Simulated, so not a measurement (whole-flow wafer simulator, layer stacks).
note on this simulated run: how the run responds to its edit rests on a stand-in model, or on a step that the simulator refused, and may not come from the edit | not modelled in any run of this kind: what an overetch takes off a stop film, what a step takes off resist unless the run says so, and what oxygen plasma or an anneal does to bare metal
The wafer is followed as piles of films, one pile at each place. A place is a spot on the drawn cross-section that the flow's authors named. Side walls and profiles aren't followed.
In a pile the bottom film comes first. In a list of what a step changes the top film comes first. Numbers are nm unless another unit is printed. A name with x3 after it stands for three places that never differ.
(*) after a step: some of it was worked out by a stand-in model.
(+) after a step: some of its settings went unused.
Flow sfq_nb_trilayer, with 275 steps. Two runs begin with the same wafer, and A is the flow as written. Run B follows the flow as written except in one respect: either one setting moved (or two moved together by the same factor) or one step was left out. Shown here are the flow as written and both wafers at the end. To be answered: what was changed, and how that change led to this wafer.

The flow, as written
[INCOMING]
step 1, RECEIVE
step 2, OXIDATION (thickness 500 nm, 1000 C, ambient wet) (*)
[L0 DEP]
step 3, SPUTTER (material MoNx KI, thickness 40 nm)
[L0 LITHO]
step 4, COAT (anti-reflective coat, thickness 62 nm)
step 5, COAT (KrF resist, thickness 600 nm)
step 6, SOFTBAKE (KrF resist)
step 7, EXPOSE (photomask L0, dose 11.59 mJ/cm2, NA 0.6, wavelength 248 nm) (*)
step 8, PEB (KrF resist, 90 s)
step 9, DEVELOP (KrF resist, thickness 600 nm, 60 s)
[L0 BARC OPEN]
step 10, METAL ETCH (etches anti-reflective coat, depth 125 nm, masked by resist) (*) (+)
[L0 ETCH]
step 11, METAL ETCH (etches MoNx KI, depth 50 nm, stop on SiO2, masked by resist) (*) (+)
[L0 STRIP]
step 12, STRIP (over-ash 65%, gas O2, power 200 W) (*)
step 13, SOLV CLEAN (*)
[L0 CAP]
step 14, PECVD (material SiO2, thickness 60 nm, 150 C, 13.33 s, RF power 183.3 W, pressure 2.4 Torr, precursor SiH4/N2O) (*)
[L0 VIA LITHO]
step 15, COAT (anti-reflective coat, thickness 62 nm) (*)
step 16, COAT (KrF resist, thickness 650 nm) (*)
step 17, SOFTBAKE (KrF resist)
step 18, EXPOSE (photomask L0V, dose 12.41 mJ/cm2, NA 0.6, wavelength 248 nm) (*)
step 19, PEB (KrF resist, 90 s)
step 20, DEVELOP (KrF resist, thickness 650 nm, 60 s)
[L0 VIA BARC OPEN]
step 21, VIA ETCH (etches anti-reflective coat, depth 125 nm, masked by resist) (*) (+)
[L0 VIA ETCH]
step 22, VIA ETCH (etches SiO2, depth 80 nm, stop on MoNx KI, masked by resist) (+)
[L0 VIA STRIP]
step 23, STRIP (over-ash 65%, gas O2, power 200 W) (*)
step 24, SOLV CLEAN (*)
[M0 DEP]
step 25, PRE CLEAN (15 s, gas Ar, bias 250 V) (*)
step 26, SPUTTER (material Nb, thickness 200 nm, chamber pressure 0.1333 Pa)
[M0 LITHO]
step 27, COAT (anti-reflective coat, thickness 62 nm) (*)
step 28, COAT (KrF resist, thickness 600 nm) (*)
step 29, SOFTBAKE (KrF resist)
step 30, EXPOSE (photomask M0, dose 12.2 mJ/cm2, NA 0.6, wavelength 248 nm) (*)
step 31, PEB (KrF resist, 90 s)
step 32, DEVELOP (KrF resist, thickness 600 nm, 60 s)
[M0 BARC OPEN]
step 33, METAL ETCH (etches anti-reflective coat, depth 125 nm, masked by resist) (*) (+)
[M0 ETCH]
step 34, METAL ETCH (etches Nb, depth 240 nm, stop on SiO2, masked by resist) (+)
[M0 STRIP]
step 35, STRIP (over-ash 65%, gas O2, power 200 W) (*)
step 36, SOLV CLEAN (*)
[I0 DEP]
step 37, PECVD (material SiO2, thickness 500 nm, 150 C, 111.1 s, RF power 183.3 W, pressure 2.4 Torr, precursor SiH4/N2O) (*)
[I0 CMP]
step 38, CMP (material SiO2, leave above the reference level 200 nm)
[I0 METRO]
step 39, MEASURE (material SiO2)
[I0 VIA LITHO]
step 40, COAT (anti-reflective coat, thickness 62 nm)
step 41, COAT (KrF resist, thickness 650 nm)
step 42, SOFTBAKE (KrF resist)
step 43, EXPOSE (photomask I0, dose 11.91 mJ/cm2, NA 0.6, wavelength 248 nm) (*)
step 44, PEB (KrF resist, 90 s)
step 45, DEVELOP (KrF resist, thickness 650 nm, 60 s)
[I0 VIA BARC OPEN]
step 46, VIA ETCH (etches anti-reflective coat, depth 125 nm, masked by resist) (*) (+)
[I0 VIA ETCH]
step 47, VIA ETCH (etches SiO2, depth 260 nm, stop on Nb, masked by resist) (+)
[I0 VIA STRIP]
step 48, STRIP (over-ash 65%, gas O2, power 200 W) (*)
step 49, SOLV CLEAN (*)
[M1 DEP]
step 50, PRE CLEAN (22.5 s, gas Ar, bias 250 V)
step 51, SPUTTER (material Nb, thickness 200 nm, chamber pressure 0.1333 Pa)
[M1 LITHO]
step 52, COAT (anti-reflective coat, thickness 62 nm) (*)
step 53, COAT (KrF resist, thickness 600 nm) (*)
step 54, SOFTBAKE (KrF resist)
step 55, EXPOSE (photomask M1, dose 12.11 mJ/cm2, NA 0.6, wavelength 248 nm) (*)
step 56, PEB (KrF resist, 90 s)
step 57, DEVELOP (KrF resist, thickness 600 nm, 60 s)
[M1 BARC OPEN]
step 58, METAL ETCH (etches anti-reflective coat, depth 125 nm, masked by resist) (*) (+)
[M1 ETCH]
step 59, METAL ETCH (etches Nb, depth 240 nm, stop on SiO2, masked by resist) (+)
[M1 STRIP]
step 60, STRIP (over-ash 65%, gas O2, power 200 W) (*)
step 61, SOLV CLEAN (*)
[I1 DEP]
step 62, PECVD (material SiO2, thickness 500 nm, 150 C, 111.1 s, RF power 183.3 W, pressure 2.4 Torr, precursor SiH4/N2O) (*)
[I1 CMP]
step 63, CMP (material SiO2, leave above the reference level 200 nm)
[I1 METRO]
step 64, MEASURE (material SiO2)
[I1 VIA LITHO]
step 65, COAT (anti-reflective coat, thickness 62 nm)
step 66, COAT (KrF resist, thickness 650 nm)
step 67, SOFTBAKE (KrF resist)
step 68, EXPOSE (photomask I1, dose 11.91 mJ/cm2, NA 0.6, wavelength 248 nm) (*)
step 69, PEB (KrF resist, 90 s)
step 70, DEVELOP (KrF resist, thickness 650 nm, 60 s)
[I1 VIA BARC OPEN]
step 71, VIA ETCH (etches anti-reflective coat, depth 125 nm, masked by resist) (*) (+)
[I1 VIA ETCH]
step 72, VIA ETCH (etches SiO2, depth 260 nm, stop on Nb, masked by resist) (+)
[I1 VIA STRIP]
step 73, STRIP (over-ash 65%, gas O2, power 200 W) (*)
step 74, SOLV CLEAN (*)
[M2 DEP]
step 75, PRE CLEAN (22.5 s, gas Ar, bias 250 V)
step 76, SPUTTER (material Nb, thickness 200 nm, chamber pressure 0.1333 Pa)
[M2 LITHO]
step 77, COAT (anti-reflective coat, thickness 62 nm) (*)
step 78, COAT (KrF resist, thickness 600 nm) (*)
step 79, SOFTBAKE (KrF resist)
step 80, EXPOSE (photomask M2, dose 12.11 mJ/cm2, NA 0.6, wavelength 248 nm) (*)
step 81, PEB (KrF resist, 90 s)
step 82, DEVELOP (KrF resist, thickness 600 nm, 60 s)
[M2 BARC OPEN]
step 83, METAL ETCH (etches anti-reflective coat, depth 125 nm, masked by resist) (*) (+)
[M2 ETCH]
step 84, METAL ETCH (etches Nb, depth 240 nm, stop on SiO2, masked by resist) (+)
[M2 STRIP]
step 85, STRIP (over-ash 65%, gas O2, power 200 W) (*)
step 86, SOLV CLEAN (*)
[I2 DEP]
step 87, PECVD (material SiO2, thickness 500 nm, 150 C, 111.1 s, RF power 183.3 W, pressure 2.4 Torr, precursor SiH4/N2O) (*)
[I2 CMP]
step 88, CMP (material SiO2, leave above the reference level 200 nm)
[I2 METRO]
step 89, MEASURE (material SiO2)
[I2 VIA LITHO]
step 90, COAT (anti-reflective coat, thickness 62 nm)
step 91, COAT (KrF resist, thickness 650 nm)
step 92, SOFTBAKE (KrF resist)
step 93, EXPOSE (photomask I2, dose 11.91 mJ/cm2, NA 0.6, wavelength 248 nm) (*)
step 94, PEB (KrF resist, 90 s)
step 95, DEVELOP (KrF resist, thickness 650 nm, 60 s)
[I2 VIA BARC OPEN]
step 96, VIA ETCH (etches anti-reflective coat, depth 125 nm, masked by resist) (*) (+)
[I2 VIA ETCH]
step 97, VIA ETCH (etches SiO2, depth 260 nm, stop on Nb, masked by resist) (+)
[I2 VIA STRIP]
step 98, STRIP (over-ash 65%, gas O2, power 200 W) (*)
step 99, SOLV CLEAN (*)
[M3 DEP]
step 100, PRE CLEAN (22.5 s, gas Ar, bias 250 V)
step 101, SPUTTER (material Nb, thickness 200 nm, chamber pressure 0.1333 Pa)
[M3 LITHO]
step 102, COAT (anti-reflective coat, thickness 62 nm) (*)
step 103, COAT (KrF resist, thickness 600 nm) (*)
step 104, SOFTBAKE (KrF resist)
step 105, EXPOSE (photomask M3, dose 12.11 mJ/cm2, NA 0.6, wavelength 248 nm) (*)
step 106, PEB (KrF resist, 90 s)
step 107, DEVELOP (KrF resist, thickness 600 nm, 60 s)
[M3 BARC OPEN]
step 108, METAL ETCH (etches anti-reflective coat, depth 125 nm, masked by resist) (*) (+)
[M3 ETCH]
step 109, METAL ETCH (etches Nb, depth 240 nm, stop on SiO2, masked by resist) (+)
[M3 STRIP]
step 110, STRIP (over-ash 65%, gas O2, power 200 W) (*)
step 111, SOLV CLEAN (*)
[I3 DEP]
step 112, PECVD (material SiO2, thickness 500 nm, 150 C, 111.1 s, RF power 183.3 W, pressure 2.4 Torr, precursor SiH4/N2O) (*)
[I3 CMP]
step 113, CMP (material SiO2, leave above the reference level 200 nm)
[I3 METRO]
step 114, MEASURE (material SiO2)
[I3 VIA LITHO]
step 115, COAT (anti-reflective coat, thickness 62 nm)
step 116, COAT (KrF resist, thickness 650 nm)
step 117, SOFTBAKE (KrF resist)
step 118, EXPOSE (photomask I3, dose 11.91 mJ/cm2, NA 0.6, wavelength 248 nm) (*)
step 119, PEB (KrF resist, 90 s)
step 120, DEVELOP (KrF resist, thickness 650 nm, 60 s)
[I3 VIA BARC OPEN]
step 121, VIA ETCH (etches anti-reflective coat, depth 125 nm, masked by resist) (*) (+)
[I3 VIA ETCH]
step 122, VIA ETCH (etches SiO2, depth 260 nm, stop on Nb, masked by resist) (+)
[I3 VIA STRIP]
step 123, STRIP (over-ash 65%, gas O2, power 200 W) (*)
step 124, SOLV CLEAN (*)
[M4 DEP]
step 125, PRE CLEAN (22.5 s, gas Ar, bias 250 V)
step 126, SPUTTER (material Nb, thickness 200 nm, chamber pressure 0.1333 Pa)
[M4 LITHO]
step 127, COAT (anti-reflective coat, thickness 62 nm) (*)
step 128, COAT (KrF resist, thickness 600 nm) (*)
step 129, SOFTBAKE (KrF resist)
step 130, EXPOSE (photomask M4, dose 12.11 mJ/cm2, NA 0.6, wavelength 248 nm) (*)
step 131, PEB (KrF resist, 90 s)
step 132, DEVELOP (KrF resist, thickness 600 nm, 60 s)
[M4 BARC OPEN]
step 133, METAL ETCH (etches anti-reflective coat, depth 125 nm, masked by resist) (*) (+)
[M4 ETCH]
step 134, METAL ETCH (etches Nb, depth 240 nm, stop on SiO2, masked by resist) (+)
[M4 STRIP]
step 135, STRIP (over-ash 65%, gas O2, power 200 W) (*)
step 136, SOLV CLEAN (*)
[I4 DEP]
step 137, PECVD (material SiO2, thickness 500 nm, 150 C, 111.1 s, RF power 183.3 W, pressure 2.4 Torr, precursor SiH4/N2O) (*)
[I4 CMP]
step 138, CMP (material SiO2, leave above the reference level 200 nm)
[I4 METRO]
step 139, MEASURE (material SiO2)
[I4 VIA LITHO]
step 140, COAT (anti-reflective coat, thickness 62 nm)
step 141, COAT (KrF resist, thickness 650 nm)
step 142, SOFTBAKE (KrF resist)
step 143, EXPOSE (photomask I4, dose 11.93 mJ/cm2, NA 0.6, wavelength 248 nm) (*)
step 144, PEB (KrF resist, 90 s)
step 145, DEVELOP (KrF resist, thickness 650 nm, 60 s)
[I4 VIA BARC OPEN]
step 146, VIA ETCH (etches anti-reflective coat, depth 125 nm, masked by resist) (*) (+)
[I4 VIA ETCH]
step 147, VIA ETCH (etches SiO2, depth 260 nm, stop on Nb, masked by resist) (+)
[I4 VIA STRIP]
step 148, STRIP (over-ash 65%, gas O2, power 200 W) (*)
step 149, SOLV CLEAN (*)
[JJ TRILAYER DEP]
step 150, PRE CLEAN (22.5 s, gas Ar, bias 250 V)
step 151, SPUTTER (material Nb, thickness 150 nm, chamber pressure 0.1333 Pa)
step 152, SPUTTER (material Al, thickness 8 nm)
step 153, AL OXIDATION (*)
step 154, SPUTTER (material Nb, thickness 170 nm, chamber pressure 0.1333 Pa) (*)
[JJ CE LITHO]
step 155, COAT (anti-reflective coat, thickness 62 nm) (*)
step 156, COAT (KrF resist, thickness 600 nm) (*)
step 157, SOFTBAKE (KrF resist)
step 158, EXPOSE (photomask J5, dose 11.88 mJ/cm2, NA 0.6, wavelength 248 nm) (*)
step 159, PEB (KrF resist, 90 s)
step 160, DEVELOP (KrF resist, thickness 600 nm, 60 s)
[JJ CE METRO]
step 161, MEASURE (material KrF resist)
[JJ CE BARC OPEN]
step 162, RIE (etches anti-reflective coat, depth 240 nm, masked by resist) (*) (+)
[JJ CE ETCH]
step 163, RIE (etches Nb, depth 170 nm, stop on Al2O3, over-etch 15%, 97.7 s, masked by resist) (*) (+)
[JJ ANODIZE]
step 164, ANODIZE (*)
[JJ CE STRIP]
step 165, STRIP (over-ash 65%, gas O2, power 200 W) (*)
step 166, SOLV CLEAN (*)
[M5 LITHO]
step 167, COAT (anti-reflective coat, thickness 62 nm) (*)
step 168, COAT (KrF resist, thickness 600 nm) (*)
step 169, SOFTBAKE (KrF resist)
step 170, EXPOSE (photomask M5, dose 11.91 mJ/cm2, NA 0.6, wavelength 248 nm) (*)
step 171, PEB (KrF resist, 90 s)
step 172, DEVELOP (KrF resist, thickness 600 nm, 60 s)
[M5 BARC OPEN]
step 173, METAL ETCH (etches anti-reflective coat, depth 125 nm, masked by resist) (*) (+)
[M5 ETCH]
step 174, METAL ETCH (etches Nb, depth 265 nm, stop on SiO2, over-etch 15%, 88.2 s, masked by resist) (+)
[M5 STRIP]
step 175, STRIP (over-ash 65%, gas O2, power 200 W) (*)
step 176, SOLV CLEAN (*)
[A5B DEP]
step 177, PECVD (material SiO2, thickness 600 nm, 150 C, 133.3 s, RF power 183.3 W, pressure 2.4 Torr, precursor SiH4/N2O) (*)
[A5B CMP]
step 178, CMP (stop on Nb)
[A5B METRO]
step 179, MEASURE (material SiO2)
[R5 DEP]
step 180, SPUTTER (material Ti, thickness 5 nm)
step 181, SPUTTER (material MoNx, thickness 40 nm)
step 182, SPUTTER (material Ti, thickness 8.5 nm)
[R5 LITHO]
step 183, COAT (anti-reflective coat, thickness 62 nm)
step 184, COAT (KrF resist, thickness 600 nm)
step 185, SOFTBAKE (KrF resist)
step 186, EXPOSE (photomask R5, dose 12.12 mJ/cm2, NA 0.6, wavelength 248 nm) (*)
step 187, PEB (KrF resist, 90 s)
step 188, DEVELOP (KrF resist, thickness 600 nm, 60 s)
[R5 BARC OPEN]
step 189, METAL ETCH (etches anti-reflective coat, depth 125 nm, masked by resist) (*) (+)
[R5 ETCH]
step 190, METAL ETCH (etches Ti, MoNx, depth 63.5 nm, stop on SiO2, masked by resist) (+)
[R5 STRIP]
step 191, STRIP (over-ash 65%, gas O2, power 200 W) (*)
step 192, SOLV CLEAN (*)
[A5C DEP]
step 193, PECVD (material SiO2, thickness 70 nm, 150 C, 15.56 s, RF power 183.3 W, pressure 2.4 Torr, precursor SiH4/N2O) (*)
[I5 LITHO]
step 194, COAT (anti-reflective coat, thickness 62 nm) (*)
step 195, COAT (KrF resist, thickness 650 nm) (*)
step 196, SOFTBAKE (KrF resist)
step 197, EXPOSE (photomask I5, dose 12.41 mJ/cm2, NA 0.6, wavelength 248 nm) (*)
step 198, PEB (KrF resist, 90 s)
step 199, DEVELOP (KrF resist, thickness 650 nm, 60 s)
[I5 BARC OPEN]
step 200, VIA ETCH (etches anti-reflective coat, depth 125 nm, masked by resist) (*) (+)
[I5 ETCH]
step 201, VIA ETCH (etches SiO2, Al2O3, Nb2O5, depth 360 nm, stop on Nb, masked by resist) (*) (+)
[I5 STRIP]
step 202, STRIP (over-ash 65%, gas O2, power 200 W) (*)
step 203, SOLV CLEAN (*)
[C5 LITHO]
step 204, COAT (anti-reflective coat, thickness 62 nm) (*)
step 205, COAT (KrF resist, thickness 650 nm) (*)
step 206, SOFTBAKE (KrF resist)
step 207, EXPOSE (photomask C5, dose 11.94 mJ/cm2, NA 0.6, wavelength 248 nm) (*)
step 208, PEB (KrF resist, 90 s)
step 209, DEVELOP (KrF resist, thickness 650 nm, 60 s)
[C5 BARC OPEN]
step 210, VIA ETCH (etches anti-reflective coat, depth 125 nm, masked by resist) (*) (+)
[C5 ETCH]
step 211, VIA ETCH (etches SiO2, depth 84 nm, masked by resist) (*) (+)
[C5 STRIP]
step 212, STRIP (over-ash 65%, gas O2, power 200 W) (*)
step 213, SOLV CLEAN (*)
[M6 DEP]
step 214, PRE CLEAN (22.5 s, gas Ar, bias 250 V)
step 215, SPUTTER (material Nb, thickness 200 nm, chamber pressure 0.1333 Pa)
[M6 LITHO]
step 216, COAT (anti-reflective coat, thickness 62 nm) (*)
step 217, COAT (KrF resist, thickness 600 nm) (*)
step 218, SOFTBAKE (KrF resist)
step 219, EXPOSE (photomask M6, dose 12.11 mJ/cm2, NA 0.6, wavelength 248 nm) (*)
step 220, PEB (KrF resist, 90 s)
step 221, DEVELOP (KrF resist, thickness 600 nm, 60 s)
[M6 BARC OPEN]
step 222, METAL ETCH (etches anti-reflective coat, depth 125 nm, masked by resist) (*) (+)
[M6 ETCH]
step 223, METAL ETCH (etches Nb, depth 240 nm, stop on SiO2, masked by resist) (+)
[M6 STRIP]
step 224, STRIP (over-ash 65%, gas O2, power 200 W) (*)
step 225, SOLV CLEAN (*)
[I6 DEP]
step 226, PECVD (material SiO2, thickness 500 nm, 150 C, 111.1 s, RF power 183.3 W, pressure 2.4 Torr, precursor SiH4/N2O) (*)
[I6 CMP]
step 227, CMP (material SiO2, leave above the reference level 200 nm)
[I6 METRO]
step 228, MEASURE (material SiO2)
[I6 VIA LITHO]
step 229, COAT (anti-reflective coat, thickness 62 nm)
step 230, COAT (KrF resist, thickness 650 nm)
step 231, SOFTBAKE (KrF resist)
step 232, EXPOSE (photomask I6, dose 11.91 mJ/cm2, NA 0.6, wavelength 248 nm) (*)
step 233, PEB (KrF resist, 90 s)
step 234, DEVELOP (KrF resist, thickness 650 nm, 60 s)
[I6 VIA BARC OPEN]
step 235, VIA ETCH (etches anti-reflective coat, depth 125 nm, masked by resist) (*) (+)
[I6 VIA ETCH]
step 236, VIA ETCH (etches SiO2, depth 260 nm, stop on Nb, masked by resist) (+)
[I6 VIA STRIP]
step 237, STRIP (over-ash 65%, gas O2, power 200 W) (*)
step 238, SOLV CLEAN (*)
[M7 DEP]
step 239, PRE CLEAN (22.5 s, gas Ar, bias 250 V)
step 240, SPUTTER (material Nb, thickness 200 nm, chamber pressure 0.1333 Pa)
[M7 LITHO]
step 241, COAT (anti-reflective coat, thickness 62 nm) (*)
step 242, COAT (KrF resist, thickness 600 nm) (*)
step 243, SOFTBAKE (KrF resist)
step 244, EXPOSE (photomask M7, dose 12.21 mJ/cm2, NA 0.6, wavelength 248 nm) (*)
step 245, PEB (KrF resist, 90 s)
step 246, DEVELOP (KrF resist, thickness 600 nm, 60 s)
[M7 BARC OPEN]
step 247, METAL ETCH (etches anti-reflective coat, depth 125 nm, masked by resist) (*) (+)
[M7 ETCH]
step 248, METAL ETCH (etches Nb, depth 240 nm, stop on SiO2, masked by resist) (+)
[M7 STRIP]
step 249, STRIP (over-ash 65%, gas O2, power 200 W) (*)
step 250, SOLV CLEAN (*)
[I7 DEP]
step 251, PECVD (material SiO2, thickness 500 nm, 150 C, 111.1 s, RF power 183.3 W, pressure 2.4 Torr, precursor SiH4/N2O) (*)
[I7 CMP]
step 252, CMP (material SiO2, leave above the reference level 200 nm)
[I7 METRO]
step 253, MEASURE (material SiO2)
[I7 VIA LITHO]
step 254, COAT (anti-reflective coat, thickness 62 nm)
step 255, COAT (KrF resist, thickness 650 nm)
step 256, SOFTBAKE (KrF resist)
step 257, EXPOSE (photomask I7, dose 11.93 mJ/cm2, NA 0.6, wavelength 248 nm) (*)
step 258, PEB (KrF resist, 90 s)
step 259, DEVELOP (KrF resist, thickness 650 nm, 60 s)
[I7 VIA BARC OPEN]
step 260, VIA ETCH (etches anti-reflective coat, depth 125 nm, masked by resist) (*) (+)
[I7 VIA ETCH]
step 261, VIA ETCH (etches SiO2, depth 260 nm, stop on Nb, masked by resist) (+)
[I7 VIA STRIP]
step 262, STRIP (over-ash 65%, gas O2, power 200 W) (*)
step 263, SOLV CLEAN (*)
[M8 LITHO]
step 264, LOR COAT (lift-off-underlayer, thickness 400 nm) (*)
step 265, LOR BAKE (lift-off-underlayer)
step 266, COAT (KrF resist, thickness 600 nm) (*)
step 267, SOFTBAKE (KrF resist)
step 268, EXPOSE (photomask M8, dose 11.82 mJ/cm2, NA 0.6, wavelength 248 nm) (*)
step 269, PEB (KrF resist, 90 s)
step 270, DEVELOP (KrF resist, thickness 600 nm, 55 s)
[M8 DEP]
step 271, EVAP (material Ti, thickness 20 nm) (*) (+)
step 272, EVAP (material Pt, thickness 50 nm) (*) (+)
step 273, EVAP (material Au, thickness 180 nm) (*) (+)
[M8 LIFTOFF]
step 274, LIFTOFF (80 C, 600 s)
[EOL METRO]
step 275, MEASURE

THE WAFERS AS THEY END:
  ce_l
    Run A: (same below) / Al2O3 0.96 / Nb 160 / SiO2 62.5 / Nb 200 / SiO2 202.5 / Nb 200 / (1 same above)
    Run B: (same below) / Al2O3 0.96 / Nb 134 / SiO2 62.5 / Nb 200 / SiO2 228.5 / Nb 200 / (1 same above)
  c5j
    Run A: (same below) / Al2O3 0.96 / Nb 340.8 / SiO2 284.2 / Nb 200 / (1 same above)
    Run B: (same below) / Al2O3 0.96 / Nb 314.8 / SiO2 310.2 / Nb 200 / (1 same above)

The reason: step 190, METAL ETCH: depth 89.5 nm was run, while the flow as written has depth 63.5 nm.

The path from the change to this, step by step:
  step 190, METAL ETCH (etches Ti, MoNx, depth 63.5 nm, stop on SiO2, masked by resist) (+)
      be_r, r_sur, res, r_end, r5r_line_l, r5r_line_c, r5r_line_r: A -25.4 KrF resist | B -35.8 KrF resist
      ce_l, c5j, ce_r, wl_jj: A -8.5 Ti (all of it), -40 MoNx (all of it), -5 Ti (all of it), -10 Nb | B -8.5 Ti (all of it), -40 MoNx (all of it), -5 Ti (all of it), -36 Nb
  step 191, STRIP (over-ash 65%, gas O2, power 200 W) (*)
      be_r, r_sur, res, r_end, r5r_line_l, r5r_line_c, r5r_line_r: A -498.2 KrF resist (all of it), -62 anti-reflective coat (all of it) | B -487.8 KrF resist (all of it), -62 anti-reflective coat (all of it)
  step 194, COAT (anti-reflective coat, thickness 62 nm) (*)
      wl_j_sl, wl_j_sr: A +60.2 anti-reflective coat (new film) | B +56.1 anti-reflective coat (new film)
      jj_sur: A +60.8 anti-reflective coat (new film) | B +56.6 anti-reflective coat (new film)
      (also at 5 further places)
  step 202, STRIP (over-ash 65%, gas O2, power 200 W) (*)
      wl_j_sl, wl_j_sr: A -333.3 KrF resist (all of it), -60.2 anti-reflective coat (all of it) | B -333.2 KrF resist (all of it), -56.1 anti-reflective coat (all of it)
      jj_sur: A -337.2 KrF resist (all of it), -60.8 anti-reflective coat (all of it) | B -337.6 KrF resist (all of it), -56.6 anti-reflective coat (all of it)
      (also at 5 further places)
  step 204, COAT (anti-reflective coat, thickness 62 nm) (*)
      wl_j_sl, wl_j_sr: A +60.2 anti-reflective coat (new film) | B +56.1 anti-reflective coat (new film)
      jj_sur: A +59.5 anti-reflective coat (new film) | B +55.4 anti-reflective coat (new film)
      (also at 5 further places)
  step 210, VIA ETCH (etches anti-reflective coat, depth 125 nm, masked by resist) (*) (+)
      c5j: A -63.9 anti-reflective coat (all of it), -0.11 SiO2 | B -71.1 anti-reflective coat (all of it), -0.07 SiO2
  step 212, STRIP (over-ash 65%, gas O2, power 200 W) (*)
      wl_j_sl, wl_j_sr: A -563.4 KrF resist (all of it), -60.2 anti-reflective coat (all of it) | B -563.4 KrF resist (all of it), -56.1 anti-reflective coat (all of it)
      jj_sur: A -562 KrF resist (all of it), -59.5 anti-reflective coat (all of it) | B -562.3 KrF resist (all of it), -55.4 anti-reflective coat (all of it)
      (also at 4 further places)
  step 216, COAT (anti-reflective coat, thickness 62 nm) (*)
      wl_j_sl, wl_j_sr: A +60.2 anti-reflective coat (new film) | B +56.3 anti-reflective coat (new film)
      jj_sur: A +56.1 anti-reflective coat (new film) | B +51.9 anti-reflective coat (new film)
      (also at 5 further places)
  step 217, COAT (KrF resist, thickness 600 nm) (*)
      c5j: A +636 KrF resist (new film) | B +649.2 KrF resist (new film)
  step 224, STRIP (over-ash 65%, gas O2, power 200 W) (*)
      wl_j_sl, wl_j_sr: A -382.5 KrF resist (all of it), -60.2 anti-reflective coat (all of it) | B -382.2 KrF resist (all of it), -56.3 anti-reflective coat (all of it)
      jj_sur: A -378.5 KrF resist (all of it), -56.1 anti-reflective coat (all of it) | B -378.4 KrF resist (all of it), -51.9 anti-reflective coat (all of it)
      (also at 5 further places)
  step 227, CMP (material SiO2, leave above the reference level 200 nm)
      ce_l, ce_r, wl_jj: A -290 SiO2 | B -264 SiO2
      c5j: A -223 SiO2 | B -197 SiO2
